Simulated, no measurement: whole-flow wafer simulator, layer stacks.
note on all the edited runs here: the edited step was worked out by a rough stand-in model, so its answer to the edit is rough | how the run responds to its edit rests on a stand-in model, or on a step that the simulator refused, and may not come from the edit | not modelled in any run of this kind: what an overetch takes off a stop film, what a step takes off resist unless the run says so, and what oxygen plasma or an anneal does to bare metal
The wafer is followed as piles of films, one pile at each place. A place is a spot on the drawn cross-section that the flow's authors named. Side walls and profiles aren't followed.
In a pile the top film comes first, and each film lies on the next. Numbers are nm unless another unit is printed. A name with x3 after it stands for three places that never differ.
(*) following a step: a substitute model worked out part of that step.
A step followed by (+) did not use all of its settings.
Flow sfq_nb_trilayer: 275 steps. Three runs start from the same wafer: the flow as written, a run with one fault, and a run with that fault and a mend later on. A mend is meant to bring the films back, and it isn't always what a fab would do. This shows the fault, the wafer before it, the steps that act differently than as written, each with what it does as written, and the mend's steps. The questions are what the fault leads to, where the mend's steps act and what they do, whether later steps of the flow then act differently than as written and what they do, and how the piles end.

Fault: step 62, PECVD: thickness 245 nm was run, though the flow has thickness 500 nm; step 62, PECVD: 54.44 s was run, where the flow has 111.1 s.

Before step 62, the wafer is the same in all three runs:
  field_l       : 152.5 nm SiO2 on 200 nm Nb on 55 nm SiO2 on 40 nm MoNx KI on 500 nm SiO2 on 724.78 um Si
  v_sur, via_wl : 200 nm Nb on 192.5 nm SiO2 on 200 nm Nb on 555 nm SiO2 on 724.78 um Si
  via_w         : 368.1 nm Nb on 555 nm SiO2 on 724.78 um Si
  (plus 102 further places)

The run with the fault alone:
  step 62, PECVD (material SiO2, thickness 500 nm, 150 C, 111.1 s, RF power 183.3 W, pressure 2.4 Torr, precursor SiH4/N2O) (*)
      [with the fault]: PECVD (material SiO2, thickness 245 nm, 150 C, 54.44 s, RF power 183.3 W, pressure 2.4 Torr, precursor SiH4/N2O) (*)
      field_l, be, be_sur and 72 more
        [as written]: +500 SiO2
        [with the fault]: +245 SiO2
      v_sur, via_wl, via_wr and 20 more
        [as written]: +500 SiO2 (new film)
        [with the fault]: +245 SiO2 (new film)
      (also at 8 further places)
  Steps further on in the flow that do not act as written (16 more steps, not shown, differ only slightly: by at most 2% or 0.5 nm, whichever is larger):
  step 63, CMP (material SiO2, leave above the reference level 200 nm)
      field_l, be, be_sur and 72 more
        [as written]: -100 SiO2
        [with the fault]: nothing
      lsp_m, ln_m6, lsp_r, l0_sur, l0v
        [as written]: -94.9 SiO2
        [with the fault]: nothing
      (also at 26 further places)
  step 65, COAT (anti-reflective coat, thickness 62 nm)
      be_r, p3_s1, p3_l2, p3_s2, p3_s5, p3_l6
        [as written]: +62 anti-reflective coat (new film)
        [with the fault]: +63.9 anti-reflective coat (new film)
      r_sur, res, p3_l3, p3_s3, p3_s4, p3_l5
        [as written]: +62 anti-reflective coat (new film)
        [with the fault]: +63.8 anti-reflective coat (new film)
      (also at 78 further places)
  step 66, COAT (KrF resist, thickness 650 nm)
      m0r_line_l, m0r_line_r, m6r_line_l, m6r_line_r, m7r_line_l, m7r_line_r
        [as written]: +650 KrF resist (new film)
        [with the fault]: +680.6 KrF resist (new film)
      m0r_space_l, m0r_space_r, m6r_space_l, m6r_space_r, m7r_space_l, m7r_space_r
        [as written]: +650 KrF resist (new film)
        [with the fault]: +669.8 KrF resist (new film)
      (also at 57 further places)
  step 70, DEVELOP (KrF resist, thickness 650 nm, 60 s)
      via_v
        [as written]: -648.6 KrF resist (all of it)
        [with the fault]: -593.2 KrF resist (all of it)
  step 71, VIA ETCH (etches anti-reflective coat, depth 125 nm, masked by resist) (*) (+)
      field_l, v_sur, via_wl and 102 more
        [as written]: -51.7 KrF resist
        [with the fault]: -41.5 KrF resist
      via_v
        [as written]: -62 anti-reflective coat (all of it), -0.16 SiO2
        [with the fault]: -49.8 anti-reflective coat (all of it), -0.12 SiO2
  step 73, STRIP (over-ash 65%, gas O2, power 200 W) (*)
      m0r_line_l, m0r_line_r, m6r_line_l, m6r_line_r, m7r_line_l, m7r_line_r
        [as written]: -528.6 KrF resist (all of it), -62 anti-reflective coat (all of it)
        [with the fault]: -569.3 KrF resist (all of it), -62.2 anti-reflective coat (all of it)
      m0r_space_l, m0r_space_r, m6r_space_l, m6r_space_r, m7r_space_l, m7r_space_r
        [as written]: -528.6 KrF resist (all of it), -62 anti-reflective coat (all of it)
        [with the fault]: -558.6 KrF resist (all of it), -80.4 anti-reflective coat (all of it)
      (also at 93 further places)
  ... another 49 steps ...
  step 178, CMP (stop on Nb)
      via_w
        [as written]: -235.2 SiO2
        [with the fault]: -226.5 SiO2
  At via_w, p4_w1, p4_w2 and 7 more, the piles at the end differ from the flow's by more than 2% or 0.5 nm, whichever is larger.
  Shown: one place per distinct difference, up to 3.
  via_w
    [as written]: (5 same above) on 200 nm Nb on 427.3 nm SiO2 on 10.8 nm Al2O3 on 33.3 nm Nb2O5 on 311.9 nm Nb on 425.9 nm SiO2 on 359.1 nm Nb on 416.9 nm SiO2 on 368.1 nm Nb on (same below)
    [with the fault]: (5 same above) on 200 nm Nb on 495.5 nm SiO2 on 10.1 nm Al2O3 on 34.6 nm Nb2O5 on 110.8 nm Nb on 189.6 nm SiO2 on 161.3 nm Nb on 344 nm SiO2 on 90.1 nm Nb on 181.8 nm SiO2 on 162.7 nm Nb on 204.8 nm SiO2 on 368.1 nm Nb on (same below)
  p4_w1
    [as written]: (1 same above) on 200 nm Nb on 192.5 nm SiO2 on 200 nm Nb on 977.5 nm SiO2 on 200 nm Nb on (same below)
    [with the fault]: (1 same above) on 200 nm Nb on 247.5 nm SiO2 on 200 nm Nb on 922.5 nm SiO2 on 200 nm Nb on (same below)

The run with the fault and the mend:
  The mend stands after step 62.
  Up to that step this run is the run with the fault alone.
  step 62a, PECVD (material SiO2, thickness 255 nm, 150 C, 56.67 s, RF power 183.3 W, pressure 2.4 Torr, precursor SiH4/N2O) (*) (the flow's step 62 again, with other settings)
      field_l, v_sur, via_wl and 102 more
        +255 SiO2
      via_w
        +260.8 SiO2
  Steps further on in the flow that do not act as written:
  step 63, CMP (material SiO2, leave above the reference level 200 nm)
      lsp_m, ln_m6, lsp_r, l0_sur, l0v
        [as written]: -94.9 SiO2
        [with the mend]: -100 SiO2
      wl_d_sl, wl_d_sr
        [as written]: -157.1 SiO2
        [with the mend]: -100 SiO2
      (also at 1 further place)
  By the end, the piles equal the flow's at every place that both follow.
